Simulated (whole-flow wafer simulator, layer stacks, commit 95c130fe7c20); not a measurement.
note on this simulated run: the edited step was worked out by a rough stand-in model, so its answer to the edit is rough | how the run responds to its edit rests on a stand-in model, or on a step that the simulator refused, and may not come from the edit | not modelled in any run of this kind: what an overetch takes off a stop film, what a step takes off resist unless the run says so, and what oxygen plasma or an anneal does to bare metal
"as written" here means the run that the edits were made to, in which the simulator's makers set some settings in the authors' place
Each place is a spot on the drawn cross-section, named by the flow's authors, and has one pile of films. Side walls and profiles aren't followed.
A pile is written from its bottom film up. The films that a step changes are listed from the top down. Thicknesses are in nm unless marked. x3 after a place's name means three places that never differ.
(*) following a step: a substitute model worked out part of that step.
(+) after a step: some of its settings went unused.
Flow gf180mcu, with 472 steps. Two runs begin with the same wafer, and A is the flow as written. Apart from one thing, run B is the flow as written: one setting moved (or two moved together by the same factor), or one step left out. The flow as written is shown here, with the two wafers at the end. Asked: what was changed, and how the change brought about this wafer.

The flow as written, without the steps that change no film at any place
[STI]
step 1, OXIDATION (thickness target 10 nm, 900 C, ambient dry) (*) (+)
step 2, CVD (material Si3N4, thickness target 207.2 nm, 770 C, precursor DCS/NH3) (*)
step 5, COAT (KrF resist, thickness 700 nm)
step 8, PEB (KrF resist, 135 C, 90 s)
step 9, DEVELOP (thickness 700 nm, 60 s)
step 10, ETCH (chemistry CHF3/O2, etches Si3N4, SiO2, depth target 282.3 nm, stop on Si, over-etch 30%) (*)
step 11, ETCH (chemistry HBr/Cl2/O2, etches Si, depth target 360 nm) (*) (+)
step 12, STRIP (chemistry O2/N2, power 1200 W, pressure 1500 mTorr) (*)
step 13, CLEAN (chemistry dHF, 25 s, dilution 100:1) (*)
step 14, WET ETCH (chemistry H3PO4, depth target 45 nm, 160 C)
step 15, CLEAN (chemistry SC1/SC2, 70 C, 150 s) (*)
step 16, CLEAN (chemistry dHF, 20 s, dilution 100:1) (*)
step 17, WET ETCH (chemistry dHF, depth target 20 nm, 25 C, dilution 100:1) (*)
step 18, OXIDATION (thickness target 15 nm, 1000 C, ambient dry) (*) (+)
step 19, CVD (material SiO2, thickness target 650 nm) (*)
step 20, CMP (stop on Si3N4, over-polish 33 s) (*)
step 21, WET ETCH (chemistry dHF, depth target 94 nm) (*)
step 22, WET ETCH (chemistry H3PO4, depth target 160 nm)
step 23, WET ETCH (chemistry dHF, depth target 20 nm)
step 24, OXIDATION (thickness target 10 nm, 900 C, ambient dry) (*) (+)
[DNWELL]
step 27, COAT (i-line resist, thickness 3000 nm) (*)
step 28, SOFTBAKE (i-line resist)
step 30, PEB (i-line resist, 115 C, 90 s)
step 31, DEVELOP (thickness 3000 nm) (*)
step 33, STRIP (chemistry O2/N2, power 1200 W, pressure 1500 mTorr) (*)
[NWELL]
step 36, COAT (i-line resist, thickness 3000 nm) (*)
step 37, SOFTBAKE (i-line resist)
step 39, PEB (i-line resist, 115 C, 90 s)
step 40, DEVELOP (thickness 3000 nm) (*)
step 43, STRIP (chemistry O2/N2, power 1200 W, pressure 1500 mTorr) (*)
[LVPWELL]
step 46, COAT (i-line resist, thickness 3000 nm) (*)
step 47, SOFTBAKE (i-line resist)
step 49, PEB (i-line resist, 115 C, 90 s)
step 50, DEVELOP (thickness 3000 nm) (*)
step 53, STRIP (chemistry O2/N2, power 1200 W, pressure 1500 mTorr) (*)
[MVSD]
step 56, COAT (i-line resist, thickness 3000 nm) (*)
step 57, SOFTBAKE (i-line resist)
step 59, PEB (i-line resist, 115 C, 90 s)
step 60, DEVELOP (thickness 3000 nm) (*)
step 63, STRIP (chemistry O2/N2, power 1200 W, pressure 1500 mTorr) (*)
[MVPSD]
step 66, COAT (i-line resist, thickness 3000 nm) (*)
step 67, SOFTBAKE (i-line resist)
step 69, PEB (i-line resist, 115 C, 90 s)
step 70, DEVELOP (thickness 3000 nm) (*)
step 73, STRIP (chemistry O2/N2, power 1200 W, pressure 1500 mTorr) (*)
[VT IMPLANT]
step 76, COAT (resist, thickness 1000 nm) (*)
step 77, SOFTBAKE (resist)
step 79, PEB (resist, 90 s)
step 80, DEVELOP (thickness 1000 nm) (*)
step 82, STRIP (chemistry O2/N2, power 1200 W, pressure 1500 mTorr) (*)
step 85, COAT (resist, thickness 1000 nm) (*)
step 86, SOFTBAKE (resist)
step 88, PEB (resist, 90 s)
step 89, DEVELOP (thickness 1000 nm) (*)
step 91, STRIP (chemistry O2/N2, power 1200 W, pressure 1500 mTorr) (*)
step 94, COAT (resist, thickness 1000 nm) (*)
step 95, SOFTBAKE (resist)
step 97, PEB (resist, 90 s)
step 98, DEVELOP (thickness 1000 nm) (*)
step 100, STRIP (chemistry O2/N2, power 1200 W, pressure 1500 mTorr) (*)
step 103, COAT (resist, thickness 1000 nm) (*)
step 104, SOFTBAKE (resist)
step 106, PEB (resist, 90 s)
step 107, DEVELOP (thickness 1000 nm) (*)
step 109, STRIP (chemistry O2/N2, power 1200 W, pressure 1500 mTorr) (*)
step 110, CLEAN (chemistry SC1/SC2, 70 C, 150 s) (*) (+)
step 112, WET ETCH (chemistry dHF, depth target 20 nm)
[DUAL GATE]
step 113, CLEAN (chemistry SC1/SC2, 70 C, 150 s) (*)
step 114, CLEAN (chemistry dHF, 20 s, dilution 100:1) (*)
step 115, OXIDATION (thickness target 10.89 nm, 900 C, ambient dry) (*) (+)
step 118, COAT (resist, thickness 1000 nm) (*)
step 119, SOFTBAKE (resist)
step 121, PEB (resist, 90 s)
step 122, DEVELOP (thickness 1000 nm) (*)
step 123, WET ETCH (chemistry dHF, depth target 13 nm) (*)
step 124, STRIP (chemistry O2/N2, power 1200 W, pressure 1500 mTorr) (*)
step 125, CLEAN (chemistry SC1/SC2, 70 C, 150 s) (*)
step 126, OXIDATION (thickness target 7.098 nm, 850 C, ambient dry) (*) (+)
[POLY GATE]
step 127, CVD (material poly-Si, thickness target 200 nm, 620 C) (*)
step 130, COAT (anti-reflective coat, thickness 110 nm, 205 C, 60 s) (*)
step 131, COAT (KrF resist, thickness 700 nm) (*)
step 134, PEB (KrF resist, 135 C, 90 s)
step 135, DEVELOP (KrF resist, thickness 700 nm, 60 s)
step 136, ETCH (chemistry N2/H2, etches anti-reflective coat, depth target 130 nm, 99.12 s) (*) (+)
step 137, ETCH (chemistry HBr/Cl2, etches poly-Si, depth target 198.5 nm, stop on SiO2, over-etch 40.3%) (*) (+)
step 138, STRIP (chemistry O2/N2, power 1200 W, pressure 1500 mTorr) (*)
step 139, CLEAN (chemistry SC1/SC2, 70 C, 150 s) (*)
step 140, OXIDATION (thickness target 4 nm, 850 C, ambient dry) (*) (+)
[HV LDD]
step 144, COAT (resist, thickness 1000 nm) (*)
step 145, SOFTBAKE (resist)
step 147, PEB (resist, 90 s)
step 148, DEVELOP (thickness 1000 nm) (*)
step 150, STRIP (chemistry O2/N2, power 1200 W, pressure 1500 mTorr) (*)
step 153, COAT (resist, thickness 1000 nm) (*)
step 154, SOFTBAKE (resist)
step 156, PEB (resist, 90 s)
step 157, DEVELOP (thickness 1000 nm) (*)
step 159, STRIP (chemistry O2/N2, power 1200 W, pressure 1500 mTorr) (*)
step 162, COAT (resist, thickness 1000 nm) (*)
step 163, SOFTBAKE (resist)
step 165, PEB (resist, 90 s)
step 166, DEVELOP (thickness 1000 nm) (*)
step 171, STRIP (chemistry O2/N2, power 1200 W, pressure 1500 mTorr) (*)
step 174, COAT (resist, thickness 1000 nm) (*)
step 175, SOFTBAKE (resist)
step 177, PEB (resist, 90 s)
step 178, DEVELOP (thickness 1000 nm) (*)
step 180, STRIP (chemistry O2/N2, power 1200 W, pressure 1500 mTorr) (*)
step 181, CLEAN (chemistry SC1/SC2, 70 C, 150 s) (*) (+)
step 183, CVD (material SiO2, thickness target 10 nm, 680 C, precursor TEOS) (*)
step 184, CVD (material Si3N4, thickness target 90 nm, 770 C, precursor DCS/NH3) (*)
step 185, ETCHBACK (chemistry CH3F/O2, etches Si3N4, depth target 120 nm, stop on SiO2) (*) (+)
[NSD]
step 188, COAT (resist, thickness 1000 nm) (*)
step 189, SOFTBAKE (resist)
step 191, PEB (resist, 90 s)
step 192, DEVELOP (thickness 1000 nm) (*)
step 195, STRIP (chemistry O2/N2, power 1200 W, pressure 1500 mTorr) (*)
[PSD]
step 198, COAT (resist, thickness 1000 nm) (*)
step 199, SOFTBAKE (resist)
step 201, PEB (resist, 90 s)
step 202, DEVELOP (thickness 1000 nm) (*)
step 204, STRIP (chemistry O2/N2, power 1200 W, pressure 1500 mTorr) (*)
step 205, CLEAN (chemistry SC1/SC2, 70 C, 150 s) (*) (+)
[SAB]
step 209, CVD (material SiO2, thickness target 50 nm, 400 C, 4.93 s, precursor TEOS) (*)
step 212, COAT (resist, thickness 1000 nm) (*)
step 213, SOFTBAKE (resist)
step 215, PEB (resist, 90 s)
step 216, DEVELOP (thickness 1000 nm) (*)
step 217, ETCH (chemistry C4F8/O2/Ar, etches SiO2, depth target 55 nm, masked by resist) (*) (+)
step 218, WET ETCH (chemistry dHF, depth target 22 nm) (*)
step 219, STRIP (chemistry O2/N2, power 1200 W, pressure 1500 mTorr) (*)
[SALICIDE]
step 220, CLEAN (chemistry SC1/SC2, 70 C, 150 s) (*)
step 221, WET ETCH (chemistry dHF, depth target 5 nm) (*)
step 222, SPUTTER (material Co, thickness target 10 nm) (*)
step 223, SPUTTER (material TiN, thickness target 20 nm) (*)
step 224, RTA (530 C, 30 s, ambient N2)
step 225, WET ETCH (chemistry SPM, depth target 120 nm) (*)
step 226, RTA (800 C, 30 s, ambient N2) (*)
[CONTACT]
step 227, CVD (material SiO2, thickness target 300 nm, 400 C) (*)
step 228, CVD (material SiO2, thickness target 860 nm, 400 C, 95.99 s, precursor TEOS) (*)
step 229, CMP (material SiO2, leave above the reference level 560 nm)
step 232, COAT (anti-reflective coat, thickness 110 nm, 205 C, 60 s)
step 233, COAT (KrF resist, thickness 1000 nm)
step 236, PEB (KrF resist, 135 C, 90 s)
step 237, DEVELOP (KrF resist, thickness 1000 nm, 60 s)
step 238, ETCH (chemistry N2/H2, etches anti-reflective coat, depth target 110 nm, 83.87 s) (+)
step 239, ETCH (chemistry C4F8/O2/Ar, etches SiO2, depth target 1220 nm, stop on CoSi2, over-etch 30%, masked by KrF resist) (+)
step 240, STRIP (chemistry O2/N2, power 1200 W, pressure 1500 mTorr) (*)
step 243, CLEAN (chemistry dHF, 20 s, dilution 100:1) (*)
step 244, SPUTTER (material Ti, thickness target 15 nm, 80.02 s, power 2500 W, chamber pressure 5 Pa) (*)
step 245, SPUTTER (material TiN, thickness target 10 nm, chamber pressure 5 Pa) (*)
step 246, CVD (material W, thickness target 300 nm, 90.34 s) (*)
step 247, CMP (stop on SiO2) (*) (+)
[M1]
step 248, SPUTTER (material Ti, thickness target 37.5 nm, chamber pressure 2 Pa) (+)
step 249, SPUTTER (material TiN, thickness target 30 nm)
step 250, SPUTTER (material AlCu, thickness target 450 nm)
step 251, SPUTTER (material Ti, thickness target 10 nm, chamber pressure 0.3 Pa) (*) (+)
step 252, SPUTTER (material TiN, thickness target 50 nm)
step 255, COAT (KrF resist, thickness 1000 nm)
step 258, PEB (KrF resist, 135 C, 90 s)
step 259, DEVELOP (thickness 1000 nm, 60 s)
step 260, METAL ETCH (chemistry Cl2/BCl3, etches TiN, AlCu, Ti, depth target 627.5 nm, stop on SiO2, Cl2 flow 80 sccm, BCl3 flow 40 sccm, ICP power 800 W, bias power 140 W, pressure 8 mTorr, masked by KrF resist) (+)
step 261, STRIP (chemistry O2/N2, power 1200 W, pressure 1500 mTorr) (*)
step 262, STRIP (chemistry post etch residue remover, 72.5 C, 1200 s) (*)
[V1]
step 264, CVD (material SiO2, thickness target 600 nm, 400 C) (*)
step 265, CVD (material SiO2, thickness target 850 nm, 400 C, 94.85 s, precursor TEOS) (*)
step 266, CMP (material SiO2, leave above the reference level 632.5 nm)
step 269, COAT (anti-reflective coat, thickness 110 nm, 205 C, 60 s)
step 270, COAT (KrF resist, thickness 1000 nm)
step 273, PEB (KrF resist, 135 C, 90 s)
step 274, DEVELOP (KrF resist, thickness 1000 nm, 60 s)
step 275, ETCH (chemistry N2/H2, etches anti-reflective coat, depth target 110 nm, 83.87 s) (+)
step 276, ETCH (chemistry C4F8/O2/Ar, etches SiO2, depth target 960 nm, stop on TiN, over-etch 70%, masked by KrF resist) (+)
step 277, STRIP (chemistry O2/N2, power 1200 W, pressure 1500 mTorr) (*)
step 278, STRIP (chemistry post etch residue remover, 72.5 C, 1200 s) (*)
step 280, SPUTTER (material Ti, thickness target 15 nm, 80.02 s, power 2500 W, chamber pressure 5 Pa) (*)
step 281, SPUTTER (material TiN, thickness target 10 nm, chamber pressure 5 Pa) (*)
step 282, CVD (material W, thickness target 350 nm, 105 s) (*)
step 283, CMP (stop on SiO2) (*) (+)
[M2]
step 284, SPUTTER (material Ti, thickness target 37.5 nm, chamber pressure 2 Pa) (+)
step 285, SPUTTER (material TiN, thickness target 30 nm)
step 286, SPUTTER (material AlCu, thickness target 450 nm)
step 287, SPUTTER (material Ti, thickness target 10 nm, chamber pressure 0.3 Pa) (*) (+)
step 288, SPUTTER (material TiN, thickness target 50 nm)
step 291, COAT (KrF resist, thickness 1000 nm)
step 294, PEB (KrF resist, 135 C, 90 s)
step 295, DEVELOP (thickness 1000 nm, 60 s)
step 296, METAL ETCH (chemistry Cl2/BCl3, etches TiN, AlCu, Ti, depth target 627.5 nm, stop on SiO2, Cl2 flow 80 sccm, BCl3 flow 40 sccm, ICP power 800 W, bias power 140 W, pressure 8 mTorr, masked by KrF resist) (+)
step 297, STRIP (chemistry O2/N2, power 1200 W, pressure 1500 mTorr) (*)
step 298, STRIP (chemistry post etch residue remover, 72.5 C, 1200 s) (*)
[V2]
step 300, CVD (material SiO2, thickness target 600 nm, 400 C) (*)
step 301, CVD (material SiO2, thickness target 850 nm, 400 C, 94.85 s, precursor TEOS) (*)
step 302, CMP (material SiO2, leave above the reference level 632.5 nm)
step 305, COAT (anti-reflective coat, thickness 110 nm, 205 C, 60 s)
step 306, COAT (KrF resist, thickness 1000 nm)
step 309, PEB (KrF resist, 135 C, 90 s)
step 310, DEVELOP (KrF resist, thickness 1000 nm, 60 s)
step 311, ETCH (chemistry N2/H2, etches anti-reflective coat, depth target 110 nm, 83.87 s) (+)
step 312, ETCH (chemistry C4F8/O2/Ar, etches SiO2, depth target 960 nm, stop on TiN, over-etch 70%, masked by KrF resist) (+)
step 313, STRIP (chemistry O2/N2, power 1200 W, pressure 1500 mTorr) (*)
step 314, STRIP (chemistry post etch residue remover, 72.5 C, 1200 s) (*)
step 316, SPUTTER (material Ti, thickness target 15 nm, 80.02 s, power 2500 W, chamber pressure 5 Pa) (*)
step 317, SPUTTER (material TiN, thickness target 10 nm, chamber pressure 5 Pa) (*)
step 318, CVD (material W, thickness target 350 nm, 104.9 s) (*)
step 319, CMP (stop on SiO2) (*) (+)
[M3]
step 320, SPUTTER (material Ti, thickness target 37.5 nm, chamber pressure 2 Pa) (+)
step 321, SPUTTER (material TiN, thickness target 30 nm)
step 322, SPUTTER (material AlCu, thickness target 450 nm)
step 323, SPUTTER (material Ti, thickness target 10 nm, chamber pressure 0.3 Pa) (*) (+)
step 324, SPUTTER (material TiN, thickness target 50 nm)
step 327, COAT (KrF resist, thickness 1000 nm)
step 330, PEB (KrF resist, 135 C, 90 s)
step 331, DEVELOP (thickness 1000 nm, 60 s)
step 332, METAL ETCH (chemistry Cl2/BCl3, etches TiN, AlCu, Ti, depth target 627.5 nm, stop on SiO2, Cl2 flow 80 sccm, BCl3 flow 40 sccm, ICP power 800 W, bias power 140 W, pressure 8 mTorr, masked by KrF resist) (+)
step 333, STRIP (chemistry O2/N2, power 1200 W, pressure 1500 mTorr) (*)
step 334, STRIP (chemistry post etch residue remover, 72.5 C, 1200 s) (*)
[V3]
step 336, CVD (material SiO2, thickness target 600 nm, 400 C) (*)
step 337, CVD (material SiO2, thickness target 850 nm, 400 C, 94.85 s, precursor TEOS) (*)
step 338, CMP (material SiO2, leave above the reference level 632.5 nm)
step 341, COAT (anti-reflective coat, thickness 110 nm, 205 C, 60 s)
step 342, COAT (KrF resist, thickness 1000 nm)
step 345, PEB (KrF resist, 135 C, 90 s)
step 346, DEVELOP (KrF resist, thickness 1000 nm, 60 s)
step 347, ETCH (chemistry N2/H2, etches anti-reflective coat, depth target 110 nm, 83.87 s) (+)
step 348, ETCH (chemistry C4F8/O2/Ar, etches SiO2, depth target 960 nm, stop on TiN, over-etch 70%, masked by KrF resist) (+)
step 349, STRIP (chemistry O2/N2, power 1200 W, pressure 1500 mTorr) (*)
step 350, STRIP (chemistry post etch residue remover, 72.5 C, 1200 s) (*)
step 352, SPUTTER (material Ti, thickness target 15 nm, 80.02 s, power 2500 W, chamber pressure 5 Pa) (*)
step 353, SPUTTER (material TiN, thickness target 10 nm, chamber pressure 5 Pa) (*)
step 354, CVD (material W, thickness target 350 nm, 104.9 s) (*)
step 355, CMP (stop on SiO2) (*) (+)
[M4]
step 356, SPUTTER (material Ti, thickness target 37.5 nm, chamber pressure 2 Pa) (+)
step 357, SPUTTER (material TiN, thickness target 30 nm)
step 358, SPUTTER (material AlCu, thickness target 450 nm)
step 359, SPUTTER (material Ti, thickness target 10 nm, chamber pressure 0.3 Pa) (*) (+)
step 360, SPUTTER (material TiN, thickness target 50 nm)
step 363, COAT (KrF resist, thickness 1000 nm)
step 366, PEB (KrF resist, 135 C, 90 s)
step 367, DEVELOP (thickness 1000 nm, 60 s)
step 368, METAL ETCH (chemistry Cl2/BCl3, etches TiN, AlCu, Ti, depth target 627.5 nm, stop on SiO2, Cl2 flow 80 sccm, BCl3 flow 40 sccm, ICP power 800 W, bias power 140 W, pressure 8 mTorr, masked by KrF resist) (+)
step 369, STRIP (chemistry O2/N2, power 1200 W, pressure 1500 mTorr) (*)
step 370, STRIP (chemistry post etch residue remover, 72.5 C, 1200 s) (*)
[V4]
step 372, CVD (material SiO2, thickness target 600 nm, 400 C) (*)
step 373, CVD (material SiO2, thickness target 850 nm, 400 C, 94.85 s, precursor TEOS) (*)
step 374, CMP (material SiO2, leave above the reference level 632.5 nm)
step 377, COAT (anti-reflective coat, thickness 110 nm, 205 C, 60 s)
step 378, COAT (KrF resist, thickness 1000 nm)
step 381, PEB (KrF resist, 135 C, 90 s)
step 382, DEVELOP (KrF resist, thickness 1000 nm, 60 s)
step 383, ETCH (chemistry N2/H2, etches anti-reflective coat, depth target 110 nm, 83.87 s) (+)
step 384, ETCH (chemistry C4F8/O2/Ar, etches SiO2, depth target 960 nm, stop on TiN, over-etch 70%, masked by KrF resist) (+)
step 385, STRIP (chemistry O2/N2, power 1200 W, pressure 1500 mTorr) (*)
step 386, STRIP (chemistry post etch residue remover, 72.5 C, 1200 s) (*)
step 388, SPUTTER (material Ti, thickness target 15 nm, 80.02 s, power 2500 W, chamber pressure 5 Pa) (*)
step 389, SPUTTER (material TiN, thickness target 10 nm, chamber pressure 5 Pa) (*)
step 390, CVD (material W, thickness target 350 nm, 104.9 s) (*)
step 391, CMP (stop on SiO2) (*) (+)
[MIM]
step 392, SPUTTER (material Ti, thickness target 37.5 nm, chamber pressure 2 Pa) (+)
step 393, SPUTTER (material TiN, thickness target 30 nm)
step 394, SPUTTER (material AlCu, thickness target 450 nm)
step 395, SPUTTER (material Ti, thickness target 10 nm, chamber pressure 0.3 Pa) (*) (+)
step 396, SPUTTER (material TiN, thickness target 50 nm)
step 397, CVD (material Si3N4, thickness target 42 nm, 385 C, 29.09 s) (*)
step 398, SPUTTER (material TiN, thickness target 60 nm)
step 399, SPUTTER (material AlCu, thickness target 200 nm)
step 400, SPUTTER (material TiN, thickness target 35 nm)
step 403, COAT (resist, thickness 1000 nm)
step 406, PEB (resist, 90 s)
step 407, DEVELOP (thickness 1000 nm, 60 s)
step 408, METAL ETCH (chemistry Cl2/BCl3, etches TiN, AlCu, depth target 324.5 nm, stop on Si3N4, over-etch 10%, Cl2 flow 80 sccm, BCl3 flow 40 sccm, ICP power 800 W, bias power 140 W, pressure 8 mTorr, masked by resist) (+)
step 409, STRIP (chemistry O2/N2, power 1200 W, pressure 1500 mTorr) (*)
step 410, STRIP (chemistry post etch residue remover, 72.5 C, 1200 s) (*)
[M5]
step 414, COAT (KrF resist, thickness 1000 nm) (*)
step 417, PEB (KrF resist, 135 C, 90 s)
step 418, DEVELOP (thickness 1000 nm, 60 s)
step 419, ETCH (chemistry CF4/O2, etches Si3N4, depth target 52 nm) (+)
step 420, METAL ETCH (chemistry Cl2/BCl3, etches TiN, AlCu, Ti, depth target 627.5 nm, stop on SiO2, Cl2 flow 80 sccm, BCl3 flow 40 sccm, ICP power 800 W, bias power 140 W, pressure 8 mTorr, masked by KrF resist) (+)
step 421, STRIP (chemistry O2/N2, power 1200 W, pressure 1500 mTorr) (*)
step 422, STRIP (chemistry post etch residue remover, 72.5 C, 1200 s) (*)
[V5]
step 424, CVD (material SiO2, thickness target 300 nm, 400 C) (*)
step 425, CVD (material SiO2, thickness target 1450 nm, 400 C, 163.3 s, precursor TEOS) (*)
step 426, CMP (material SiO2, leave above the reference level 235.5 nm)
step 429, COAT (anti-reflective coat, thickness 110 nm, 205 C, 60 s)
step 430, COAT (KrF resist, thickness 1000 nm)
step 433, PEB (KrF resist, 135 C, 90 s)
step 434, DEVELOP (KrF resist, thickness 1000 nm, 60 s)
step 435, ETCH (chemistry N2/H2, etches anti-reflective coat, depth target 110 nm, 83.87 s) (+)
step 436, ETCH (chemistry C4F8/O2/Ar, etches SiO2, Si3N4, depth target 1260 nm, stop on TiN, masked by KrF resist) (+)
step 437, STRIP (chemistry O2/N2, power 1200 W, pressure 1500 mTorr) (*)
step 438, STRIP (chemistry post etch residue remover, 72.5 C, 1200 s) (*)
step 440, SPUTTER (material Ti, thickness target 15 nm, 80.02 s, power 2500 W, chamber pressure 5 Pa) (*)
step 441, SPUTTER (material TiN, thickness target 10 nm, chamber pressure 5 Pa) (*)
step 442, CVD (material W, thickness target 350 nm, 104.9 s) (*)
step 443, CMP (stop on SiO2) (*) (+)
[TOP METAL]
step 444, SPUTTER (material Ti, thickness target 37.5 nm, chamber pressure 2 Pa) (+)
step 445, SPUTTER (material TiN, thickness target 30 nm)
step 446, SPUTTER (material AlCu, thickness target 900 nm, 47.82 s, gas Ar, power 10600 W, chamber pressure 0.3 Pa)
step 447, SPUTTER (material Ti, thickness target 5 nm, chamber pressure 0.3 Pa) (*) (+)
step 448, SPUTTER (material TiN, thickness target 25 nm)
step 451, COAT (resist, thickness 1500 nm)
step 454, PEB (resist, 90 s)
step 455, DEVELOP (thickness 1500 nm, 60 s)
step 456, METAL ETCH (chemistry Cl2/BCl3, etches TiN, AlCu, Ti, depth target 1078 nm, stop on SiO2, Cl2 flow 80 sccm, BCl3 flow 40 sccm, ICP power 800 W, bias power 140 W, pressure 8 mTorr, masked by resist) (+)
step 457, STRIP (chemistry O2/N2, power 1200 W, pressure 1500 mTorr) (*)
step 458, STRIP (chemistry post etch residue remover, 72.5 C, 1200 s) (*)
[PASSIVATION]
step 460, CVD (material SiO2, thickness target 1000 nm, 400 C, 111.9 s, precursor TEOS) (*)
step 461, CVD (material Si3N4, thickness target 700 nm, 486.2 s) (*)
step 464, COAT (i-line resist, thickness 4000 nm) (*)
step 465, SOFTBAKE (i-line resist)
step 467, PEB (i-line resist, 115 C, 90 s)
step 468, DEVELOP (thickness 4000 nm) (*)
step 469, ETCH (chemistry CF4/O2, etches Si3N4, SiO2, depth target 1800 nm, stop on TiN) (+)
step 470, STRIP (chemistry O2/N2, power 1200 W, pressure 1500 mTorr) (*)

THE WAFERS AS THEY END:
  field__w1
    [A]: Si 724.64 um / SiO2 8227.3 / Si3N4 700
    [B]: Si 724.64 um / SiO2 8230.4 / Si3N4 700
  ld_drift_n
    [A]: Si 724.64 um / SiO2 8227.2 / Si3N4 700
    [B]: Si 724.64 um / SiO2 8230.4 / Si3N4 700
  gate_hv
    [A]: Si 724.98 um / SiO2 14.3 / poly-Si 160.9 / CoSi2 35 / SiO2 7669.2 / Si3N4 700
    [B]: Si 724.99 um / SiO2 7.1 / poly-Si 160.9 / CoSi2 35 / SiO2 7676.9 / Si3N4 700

What caused this: step 115, OXIDATION: 720 C was run, whereas the flow has 900 C.

Step by step, how the change led to this:
  step 115, OXIDATION (thickness target 10.89 nm, 900 C, ambient dry) (*) (+)
      sti, mim_1p0, pad and 23 more: A +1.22 SiO2, -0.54 Si | B nothing
      field, field__w1, field__w2, field__w3, field__w6, field__w12: A +1.25 SiO2, -0.55 Si | B +0.03 SiO2
      (and at 60 other places as well)
  step 123, WET ETCH (chemistry dHF, depth target 13 nm) (*)
      active, n_well, p_well and 12 more: A -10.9 SiO2 (all of it) | B -2.45 SiO2 (all of it)
  step 126, OXIDATION (thickness target 7.098 nm, 850 C, ambient dry) (*) (+)
      gate_hv, active_hv, active_nat and 25 more: A +3.72 SiO2, -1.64 Si | B +4.99 SiO2, -2.19 Si
  step 130, COAT (anti-reflective coat, thickness 110 nm, 205 C, 60 s) (*)
      p_well, spacer, sd_n: A +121 anti-reflective coat (new film) | B +116.7 anti-reflective coat (new film)
      active: A +117.2 anti-reflective coat (new film) | B +113.6 anti-reflective coat (new film)
      (and at 10 other places as well)
  step 136, ETCH (chemistry N2/H2, etches anti-reflective coat, depth target 130 nm, 99.12 s) (*) (+)
      p_well, spacer, sd_n: A -121 anti-reflective coat (all of it), -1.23 poly-Si | B -116.7 anti-reflective coat (all of it), -1.34 poly-Si
      active: A -117.2 anti-reflective coat (all of it), -1.33 poly-Si | B -113.6 anti-reflective coat (all of it), -1.42 poly-Si
      (and at 8 other places as well)
  step 138, STRIP (chemistry O2/N2, power 1200 W, pressure 1500 mTorr) (*)
      gate: A +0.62 chemical SiO2 (new film), -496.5 KrF resist (all of it), -117 anti-reflective coat (all of it), -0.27 poly-Si | B +0.62 chemical SiO2 (new film), -495.5 KrF resist (all of it), -113.3 anti-reflective coat (all of it), -0.27 poly-Si
      gate_p: A +0.62 chemical SiO2 (new film), -496.2 KrF resist (all of it), -117 anti-reflective coat (all of it), -0.27 poly-Si | B +0.62 chemical SiO2 (new film), -495.1 KrF resist (all of it), -113.8 anti-reflective coat (all of it), -0.27 poly-Si
  step 145, SOFTBAKE (resist)
      nw_enc_fld_lv__w3: A +0.39 resist | B -0.34 resist
      active_nat: A +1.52 resist | B +2.56 resist
  step 154, SOFTBAKE (resist)
      nw_enc_fld_lv__w3: A +0.39 resist | B -0.34 resist
      active_nat: A +1.52 resist | B +2.56 resist
  step 163, SOFTBAKE (resist)
      nw_enc_fld_lv__w3: A +0.39 resist | B -0.34 resist
      active_nat: A +1.52 resist | B +2.56 resist
  step 175, SOFTBAKE (resist)
      nw_enc_fld_lv__w3: A +0.39 resist | B -0.34 resist
      active_nat: A +1.52 resist | B +2.56 resist
  step 189, SOFTBAKE (resist)
      active_hv: A +0.78 resist | B +0.23 resist
  step 199, SOFTBAKE (resist)
      active_hv: A +0.78 resist | B +0.23 resist
  step 218, WET ETCH (chemistry dHF, depth target 22 nm) (*)
      ldn_tap, ldn_src, ldn_drn, ldp_tap, ldp_src, ldp_drn, ldp_gr: A -16 SiO2 (all of it) | B -9.01 SiO2 (all of it)
      ld_drn_n, ld_sd_p: A -14.8 SiO2 (all of it) | B -7.83 SiO2 (all of it)
      (and at 5 other places as well)
  step 223, SPUTTER (material TiN, thickness target 20 nm) (*)
      field__w12: A +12 TiN (new film) | B +12.6 TiN (new film)
      ld_sd_n: A +15.5 TiN (new film) | B +16.1 TiN (new film)
  step 225, WET ETCH (chemistry SPM, depth target 120 nm) (*)
      field__w12: A -12 TiN (all of it), -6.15 Co (all of it) | B -12.6 TiN (all of it), -6.16 Co (all of it)
      ld_sd_n: A -15.5 TiN (all of it) | B -16.1 TiN (all of it)
